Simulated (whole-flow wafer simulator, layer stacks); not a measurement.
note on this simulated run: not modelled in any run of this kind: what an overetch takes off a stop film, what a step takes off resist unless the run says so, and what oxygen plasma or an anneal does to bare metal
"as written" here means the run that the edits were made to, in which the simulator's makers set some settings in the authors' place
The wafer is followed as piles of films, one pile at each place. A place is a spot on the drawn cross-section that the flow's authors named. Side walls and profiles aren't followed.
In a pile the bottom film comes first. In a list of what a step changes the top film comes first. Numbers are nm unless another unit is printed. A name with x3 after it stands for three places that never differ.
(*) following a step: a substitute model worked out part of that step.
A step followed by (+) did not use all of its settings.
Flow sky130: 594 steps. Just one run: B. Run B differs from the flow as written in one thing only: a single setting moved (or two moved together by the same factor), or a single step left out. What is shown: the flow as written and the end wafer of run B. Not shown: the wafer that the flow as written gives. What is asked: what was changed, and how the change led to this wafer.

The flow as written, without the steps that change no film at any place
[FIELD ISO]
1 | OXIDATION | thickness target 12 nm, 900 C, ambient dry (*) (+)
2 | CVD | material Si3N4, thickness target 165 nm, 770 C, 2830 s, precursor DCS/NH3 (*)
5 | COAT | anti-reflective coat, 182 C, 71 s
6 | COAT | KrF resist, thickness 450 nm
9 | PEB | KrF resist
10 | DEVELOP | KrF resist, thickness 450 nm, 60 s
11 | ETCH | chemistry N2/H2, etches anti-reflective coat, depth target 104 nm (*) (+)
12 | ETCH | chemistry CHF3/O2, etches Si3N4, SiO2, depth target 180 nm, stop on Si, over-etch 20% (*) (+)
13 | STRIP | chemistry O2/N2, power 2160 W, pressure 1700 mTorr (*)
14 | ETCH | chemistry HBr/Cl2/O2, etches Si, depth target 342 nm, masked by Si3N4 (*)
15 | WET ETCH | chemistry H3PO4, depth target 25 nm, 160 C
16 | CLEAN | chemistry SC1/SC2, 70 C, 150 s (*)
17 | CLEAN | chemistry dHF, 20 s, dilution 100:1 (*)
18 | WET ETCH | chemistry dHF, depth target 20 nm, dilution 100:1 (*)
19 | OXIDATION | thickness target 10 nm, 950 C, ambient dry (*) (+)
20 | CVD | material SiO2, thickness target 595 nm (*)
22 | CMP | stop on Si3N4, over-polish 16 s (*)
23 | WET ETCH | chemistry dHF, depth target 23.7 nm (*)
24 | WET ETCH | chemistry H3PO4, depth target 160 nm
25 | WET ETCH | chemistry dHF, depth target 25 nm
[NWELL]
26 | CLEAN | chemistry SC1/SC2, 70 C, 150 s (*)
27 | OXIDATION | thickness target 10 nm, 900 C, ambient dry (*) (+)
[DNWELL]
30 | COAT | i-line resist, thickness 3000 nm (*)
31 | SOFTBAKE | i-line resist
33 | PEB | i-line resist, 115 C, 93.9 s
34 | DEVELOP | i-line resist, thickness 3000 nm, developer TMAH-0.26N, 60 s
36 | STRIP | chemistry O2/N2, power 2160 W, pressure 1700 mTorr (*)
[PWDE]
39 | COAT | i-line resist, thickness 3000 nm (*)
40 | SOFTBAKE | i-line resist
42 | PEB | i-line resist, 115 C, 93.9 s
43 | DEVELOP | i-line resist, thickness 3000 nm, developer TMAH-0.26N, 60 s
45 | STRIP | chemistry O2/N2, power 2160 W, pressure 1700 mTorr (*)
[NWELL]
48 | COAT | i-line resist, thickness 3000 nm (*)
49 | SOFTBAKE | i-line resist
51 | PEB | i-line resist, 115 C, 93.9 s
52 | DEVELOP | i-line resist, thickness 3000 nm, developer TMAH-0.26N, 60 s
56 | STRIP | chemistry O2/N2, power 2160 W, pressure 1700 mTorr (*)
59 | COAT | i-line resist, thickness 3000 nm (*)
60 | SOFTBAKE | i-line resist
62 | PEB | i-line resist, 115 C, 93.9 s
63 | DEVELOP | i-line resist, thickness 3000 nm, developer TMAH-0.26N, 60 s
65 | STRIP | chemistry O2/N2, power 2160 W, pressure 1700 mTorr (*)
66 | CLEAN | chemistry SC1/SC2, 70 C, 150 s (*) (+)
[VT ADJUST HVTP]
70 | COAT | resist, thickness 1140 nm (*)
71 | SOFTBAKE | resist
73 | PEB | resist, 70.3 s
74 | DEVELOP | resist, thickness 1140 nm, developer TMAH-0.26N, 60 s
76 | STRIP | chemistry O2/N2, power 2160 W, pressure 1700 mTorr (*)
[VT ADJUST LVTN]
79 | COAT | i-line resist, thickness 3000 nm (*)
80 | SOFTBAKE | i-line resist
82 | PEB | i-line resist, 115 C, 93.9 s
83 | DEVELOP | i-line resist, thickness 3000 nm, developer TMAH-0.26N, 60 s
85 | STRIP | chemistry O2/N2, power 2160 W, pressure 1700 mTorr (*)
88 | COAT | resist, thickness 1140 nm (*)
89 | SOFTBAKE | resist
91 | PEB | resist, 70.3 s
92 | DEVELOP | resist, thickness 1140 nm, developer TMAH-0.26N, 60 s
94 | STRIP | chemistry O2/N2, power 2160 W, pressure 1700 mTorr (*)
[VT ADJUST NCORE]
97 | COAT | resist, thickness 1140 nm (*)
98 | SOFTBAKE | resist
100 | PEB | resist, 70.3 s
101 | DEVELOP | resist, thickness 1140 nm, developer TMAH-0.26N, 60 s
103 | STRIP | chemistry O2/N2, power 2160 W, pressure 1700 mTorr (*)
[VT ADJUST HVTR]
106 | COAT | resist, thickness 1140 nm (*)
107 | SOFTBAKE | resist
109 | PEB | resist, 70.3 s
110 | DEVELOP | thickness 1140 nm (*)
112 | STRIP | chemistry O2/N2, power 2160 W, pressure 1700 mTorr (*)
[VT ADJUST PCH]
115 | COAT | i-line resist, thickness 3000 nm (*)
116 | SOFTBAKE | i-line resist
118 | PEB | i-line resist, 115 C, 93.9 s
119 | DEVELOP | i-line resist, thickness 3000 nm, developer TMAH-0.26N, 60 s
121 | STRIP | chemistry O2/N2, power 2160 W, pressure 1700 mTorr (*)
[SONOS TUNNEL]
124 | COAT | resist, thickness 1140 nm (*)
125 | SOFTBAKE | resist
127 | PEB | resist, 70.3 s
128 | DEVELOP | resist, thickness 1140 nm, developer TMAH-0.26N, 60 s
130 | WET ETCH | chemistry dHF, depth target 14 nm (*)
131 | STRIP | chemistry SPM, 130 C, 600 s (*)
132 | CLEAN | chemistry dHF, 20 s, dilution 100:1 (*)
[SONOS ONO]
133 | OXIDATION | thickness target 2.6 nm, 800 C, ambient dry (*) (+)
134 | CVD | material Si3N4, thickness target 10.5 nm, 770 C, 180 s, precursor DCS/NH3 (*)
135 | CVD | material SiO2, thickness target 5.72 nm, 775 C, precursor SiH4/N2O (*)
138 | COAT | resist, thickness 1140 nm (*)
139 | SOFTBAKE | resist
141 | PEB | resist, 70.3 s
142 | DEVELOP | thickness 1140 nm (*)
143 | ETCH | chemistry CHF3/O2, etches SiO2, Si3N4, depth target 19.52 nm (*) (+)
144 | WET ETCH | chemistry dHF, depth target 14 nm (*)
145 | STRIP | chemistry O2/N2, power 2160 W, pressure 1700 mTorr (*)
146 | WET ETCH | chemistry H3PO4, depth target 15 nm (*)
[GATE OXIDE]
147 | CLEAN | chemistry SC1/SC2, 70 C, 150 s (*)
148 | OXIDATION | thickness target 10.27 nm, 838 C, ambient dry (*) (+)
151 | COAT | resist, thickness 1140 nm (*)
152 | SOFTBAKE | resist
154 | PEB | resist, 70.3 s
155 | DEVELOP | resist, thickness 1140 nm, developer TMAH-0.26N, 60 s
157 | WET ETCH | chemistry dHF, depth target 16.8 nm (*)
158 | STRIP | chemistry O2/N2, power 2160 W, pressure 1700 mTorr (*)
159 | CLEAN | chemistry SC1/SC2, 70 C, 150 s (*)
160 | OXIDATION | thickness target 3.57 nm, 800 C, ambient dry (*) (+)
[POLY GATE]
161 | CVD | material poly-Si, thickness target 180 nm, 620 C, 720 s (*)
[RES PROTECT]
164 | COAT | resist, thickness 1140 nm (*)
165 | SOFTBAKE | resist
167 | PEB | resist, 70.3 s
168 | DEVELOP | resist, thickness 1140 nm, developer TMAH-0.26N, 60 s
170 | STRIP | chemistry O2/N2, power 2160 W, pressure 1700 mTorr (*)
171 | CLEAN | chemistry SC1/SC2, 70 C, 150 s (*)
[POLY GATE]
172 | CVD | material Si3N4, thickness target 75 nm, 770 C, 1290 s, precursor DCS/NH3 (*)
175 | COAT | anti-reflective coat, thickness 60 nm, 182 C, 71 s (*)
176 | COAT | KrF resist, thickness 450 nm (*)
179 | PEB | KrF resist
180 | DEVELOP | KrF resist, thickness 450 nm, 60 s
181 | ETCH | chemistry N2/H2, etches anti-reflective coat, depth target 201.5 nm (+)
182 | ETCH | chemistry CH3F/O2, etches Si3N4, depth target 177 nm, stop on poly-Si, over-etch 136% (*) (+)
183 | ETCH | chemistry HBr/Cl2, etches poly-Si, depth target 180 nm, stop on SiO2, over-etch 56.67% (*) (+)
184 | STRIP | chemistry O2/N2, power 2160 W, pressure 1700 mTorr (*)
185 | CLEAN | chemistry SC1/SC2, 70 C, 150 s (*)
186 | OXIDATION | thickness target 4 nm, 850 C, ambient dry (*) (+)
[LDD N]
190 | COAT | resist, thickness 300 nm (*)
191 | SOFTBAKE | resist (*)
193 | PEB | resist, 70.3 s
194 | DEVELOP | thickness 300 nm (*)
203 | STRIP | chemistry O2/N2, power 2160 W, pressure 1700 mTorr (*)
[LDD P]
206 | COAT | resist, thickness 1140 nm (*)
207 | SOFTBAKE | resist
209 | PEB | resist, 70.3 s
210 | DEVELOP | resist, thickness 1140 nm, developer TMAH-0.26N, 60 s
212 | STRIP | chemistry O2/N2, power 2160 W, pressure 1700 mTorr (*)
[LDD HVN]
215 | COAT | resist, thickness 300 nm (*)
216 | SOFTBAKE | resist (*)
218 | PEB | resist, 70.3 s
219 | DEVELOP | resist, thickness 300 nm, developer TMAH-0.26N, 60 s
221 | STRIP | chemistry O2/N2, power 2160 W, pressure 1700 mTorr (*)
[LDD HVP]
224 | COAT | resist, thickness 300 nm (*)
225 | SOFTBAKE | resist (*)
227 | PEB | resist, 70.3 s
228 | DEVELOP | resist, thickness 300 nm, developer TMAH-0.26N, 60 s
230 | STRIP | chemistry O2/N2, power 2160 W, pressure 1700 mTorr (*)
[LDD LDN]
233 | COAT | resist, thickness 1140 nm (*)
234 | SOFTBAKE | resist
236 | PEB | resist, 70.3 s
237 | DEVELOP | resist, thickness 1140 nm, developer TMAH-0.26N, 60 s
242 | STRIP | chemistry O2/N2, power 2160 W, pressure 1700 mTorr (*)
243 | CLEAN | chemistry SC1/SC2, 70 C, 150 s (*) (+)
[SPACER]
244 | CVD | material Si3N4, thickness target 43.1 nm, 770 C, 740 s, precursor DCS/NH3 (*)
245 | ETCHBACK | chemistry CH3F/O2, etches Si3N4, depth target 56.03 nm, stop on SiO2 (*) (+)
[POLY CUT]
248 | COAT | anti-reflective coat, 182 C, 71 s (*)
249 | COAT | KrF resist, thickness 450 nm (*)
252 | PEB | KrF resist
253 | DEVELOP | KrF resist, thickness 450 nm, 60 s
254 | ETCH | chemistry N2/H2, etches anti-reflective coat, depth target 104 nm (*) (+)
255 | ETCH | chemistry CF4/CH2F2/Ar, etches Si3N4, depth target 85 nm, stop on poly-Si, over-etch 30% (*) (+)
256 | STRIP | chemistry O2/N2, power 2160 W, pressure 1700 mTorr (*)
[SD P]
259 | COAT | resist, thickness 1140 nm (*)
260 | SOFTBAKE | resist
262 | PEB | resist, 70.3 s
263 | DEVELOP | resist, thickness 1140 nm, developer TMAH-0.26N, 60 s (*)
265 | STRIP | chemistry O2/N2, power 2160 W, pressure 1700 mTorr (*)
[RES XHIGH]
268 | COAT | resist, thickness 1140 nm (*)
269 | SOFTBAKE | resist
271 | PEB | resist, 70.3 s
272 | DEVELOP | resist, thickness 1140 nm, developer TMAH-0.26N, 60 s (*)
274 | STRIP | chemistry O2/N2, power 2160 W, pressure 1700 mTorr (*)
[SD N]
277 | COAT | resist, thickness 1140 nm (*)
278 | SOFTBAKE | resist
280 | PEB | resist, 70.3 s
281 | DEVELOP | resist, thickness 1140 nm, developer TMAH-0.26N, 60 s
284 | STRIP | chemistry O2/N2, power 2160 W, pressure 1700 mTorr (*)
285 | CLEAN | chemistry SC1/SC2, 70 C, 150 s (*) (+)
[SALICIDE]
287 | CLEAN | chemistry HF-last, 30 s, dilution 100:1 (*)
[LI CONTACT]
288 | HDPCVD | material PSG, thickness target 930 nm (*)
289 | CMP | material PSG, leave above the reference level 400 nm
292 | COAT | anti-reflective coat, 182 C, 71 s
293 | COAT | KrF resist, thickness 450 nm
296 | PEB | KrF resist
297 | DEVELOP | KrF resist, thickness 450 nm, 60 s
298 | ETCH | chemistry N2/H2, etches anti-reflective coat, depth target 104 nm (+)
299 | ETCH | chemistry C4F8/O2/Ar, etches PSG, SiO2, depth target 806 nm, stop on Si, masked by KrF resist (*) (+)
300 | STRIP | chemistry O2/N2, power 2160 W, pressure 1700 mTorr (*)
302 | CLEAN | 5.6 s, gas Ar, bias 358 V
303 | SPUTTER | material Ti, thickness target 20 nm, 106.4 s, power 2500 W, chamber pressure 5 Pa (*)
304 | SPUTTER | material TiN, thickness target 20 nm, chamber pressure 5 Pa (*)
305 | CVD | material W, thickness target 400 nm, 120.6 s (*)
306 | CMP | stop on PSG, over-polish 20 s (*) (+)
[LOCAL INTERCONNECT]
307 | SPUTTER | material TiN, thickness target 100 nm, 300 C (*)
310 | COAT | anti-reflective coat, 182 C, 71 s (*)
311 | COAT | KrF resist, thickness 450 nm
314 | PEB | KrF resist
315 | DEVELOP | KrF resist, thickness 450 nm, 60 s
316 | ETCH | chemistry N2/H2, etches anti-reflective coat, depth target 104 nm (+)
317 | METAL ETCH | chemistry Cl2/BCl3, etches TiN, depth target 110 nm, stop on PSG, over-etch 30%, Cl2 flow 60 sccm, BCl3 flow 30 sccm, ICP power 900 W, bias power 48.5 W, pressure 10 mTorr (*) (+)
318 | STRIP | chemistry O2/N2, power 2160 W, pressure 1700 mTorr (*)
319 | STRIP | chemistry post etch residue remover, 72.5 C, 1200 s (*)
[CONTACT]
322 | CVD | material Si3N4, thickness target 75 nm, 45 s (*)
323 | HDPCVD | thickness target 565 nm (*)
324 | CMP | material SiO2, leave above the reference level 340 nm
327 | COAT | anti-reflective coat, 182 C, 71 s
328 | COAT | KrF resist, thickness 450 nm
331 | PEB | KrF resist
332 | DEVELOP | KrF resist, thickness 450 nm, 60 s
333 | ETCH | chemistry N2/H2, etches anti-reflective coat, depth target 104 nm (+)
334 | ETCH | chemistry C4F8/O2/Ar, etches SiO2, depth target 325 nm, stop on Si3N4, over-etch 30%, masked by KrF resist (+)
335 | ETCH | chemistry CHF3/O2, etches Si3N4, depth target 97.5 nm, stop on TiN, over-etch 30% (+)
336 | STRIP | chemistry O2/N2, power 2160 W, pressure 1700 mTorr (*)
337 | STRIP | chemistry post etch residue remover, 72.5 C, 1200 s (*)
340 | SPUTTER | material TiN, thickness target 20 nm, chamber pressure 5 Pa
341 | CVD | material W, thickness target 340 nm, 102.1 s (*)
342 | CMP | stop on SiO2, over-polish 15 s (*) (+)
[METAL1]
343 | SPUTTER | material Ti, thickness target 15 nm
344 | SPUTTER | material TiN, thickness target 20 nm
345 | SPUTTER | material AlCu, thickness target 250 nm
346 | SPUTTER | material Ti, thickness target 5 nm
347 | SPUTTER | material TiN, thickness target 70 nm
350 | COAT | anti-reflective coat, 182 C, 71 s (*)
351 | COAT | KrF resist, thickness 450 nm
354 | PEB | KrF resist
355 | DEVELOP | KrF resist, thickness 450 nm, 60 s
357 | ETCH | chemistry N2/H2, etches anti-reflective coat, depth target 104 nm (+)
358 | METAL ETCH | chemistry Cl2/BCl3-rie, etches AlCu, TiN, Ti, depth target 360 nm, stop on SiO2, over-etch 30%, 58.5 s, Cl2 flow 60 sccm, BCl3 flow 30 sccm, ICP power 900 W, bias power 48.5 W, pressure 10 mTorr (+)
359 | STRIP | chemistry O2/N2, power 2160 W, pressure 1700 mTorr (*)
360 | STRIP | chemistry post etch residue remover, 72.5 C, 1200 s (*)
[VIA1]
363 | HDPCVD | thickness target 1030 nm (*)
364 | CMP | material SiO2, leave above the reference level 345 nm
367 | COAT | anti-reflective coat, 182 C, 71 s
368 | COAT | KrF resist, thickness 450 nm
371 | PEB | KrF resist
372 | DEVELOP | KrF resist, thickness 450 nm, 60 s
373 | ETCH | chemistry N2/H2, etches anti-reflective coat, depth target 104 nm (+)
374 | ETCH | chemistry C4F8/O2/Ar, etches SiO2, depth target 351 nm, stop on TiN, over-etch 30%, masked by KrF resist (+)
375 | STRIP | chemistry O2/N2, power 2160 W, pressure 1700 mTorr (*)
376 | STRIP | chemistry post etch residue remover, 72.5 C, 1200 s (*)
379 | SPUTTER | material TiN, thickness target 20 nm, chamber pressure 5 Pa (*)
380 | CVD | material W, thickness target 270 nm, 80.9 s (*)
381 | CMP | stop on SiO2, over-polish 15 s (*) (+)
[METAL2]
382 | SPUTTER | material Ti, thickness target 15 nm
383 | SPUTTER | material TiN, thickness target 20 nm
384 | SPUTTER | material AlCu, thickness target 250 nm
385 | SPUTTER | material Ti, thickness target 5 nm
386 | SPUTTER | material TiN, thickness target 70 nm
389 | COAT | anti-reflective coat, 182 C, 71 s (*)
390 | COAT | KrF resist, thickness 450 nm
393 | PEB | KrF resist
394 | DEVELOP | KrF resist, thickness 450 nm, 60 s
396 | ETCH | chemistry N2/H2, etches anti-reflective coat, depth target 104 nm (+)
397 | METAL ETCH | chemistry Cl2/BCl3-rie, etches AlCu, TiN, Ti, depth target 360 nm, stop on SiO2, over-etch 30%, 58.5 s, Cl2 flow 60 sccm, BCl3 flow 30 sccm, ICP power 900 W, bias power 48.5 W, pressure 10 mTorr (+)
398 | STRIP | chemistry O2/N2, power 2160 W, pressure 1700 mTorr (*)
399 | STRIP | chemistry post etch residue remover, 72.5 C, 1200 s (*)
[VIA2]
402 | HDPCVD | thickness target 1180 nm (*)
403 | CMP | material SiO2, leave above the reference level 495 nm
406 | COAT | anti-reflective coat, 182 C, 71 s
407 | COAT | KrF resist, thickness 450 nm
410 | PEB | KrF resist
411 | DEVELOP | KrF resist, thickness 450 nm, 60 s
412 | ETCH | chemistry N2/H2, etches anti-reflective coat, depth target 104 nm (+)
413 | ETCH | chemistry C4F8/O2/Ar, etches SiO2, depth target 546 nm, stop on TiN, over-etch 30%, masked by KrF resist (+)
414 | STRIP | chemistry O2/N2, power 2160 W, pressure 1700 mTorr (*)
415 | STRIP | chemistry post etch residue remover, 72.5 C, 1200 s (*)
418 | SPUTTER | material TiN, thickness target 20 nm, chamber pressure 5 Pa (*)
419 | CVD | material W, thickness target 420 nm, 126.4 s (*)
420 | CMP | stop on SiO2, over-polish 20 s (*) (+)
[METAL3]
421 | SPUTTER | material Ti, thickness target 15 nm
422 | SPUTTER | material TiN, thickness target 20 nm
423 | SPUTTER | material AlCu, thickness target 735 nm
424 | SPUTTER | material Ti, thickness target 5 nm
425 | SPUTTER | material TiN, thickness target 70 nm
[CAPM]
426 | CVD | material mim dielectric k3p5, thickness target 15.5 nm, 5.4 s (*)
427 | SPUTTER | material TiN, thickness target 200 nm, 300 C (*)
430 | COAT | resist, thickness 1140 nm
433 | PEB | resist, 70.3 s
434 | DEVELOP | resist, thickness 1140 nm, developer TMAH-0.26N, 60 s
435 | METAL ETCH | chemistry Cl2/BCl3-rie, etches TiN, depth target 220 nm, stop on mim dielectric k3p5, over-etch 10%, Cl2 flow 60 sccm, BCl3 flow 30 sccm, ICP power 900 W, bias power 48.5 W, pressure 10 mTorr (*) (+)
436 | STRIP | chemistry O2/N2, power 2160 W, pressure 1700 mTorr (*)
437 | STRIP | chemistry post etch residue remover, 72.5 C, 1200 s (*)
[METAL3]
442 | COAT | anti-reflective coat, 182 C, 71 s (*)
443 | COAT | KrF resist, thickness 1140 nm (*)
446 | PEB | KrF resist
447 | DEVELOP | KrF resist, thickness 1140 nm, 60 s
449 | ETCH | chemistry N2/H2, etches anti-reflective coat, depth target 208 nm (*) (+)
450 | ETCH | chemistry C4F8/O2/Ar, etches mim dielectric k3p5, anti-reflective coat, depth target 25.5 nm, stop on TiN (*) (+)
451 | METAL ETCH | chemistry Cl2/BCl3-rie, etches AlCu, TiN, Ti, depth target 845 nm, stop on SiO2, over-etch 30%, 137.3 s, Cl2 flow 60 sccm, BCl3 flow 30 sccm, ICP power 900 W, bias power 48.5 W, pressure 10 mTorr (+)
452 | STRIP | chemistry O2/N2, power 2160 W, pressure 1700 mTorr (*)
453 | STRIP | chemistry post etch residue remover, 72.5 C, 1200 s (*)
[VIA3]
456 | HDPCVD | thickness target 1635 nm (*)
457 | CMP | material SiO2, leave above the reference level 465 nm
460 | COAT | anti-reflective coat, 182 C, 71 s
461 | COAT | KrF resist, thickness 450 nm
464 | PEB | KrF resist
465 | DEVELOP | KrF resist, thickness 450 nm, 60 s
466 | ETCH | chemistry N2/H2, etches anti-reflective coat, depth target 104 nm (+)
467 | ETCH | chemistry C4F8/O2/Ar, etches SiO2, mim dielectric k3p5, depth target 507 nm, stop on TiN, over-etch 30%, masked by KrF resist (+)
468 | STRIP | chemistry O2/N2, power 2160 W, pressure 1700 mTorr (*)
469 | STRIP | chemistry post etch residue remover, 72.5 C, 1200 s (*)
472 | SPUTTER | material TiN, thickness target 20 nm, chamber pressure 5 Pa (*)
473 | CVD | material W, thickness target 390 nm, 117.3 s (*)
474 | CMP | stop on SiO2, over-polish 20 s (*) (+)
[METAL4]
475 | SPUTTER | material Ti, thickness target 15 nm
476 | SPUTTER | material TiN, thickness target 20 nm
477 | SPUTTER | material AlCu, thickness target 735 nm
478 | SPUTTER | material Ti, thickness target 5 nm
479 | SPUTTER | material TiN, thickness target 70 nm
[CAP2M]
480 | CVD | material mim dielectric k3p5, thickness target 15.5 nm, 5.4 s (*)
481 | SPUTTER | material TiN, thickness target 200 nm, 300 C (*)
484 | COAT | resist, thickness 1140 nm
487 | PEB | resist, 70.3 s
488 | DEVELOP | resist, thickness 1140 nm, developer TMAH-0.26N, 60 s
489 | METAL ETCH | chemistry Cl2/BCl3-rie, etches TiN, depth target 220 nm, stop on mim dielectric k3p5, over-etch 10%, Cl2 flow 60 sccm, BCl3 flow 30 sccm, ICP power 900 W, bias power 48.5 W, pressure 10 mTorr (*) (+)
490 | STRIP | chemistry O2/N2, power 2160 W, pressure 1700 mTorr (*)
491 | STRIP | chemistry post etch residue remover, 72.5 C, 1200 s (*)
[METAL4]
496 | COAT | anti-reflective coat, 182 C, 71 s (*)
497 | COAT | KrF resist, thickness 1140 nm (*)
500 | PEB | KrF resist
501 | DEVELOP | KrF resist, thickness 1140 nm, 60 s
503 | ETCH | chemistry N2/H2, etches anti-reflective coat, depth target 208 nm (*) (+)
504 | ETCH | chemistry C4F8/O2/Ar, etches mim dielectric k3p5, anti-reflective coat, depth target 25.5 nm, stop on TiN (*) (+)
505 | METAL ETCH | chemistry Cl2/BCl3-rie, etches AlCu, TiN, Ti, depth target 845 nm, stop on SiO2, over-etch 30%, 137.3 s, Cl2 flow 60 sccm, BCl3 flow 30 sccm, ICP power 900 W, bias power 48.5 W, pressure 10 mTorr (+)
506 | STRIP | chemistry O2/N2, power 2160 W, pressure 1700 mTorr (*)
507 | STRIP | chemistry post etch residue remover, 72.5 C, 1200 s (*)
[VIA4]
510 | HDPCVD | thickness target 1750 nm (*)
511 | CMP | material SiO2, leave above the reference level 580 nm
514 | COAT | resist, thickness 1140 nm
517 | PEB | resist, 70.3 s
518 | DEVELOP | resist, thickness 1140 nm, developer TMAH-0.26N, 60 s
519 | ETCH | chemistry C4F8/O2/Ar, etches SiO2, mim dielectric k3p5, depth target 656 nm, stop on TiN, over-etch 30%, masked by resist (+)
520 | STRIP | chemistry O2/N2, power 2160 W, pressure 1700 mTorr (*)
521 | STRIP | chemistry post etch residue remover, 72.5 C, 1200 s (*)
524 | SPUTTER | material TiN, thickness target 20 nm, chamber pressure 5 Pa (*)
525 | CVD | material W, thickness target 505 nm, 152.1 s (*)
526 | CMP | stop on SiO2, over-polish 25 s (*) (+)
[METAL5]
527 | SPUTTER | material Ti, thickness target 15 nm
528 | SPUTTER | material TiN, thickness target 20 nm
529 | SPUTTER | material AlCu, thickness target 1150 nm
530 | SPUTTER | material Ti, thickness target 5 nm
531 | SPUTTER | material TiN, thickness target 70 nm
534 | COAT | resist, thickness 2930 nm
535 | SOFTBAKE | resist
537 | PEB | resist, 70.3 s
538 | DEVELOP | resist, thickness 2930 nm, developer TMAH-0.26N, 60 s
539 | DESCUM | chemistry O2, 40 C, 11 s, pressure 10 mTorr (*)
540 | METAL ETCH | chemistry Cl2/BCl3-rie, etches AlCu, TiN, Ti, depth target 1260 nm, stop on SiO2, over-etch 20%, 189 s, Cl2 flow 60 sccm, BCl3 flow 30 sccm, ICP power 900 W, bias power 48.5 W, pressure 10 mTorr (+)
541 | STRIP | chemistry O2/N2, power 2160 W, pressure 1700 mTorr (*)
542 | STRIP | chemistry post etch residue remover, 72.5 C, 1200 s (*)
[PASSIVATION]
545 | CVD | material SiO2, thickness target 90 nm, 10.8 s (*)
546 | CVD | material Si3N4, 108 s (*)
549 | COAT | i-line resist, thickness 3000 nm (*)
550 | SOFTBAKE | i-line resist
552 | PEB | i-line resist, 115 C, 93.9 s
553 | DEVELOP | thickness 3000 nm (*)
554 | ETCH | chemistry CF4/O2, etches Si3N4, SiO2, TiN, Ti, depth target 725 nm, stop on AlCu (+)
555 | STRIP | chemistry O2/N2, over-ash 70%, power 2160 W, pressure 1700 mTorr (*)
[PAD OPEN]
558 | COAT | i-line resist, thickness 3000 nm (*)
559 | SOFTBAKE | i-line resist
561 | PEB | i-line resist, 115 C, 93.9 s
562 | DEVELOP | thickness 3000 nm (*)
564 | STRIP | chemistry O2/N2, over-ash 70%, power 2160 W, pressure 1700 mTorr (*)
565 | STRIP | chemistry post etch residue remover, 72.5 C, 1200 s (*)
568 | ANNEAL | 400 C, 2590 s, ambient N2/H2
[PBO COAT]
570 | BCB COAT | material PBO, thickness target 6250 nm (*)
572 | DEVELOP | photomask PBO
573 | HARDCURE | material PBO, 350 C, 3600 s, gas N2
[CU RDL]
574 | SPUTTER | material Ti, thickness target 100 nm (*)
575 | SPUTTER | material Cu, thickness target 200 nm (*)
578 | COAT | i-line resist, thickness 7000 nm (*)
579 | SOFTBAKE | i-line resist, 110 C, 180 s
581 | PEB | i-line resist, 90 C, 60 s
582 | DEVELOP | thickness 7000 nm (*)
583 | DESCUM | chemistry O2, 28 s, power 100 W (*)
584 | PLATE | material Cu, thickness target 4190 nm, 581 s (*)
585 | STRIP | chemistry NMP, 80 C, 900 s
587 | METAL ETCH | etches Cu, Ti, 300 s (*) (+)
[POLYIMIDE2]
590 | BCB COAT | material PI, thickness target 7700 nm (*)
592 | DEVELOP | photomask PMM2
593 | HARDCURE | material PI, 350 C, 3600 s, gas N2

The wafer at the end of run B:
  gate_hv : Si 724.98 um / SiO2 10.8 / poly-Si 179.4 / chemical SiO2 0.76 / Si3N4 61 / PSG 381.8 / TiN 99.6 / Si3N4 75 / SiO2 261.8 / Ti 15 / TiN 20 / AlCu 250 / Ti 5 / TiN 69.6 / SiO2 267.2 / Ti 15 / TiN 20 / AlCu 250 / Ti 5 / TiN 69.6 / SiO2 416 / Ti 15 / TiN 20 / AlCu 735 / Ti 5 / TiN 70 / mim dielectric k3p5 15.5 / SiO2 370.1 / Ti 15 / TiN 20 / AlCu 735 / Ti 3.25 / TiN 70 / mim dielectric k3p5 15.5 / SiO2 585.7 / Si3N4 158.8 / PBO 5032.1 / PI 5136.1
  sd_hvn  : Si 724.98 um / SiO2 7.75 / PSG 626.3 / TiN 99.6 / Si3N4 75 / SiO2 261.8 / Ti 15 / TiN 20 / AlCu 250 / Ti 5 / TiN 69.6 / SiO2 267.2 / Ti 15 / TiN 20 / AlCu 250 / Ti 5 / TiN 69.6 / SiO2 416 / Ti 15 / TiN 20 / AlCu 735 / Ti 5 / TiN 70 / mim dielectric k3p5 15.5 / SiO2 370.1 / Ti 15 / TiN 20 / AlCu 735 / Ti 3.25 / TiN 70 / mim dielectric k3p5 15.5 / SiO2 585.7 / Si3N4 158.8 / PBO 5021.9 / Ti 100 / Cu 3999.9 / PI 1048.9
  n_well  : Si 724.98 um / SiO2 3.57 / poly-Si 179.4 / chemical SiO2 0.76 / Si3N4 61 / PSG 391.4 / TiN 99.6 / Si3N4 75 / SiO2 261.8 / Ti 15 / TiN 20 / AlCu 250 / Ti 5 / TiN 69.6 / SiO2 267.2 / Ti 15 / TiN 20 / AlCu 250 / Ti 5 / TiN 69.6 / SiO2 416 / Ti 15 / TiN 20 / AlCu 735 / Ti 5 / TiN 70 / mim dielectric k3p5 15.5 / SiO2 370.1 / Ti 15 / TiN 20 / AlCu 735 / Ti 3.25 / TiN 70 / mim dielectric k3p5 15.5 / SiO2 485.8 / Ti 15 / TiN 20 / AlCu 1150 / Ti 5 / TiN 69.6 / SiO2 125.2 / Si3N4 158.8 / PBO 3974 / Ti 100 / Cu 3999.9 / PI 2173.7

What caused this: step 478, SPUTTER: thickness target 3.25 nm was run, though the flow has thickness target 5 nm.
One can read it off the wafer: gate_hv has Ti 3.25, and step 478 as written asks for 5 nm.

Step by step, how the change led to this:
  478 | SPUTTER | material Ti, thickness target 5 nm
      field, active, n_well and 189 more: +3.25 Ti (new film) (as written it would have been: +5 Ti (new film))
  505 | METAL ETCH | chemistry Cl2/BCl3-rie, etches AlCu, TiN, Ti, depth target 845 nm, stop on SiO2, over-etch 30%, 137.3 s, Cl2 flow 60 sccm, BCl3 flow 30 sccm, ICP power 900 W, bias power 48.5 W, pressure 10 mTorr (+)
      field, gate, spacer and 68 more: -70 TiN (all of it), -3.25 Ti (all of it), -735 AlCu (all of it), -20 TiN (all of it), -15 Ti (all of it), -25.5 SiO2 (as written it would have been: -70 TiN (all of it), -5 Ti (all of it), -735 AlCu (all of it), -20 TiN (all of it), -15 Ti (all of it), -25.4 SiO2)
      active, vpp_iso1, mim_edge_plate and 14 more: -70 TiN (all of it), -3.25 Ti (all of it), -735 AlCu (all of it), -20 TiN (all of it), -15 Ti (all of it), -25.5 SiO2 (as written it would have been: -70 TiN (all of it), -5 Ti (all of it), -735 AlCu (all of it), -20 TiN (all of it), -15 Ti (all of it), -25.3 SiO2)
